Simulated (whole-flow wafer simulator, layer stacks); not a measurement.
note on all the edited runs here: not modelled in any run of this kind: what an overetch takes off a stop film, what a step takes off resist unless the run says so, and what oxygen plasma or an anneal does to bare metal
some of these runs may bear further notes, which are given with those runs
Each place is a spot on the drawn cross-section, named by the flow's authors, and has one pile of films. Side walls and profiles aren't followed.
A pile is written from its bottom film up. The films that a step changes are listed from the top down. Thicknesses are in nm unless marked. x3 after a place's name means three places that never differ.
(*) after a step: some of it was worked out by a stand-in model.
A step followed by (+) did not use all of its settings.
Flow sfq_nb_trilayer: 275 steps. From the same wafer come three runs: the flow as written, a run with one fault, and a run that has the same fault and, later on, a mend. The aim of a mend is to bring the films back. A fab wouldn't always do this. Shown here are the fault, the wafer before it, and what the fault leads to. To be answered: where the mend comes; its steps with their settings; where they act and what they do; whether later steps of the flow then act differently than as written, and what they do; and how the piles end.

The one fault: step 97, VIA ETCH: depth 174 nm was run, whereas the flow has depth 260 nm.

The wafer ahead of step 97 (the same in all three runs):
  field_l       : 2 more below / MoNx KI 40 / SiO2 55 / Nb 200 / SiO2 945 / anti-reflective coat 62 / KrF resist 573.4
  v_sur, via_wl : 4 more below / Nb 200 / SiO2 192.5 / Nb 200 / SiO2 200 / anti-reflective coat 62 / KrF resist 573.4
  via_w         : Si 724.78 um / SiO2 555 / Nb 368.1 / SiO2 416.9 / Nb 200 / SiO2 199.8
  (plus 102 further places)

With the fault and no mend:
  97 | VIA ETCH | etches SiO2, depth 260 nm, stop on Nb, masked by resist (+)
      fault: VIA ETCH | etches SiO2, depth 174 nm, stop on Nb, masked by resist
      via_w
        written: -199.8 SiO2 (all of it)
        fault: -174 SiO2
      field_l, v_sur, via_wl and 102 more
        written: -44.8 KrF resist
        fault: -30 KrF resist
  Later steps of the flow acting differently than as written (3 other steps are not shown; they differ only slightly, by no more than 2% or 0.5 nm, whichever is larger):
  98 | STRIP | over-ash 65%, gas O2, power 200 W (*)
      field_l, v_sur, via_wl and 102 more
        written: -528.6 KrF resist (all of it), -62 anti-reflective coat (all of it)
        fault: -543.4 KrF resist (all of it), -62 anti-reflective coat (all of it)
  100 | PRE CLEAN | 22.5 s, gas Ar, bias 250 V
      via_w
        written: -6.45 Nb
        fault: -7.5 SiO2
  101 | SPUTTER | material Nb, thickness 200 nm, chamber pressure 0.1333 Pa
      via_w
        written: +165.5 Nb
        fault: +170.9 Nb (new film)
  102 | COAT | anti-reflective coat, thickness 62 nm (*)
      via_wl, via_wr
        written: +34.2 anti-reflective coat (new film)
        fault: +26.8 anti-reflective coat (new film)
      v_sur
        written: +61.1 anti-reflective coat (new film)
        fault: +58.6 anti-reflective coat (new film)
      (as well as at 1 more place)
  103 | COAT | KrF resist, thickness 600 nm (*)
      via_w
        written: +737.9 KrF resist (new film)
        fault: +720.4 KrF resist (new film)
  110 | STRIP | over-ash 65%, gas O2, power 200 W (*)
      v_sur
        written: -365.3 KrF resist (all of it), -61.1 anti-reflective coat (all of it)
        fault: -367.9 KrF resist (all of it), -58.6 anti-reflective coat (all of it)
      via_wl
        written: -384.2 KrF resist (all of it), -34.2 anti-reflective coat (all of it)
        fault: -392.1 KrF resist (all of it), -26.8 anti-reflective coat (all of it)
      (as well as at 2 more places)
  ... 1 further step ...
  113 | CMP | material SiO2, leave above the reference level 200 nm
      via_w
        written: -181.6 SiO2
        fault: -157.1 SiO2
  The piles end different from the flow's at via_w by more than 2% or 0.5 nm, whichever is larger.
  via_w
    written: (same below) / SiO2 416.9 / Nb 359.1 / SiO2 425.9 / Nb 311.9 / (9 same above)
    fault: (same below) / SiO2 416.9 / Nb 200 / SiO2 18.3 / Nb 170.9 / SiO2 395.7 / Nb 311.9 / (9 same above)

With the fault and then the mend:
  The mend follows step 97.
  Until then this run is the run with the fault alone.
  97a | VIA ETCH | etches SiO2, depth 86 nm, stop on Nb, masked by resist (+) (the flow's step 97 again, with other settings)
      field_l, v_sur, via_wl and 102 more
        -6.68 KrF resist
      via_w
        -25.8 SiO2 (all of it)
  None of the later steps of the flow differs from how it acts as written, at any place that is followed, by more than 2% or 0.5 nm, whichever is larger.
  At every place that both follow, the piles at the end match the flow's.
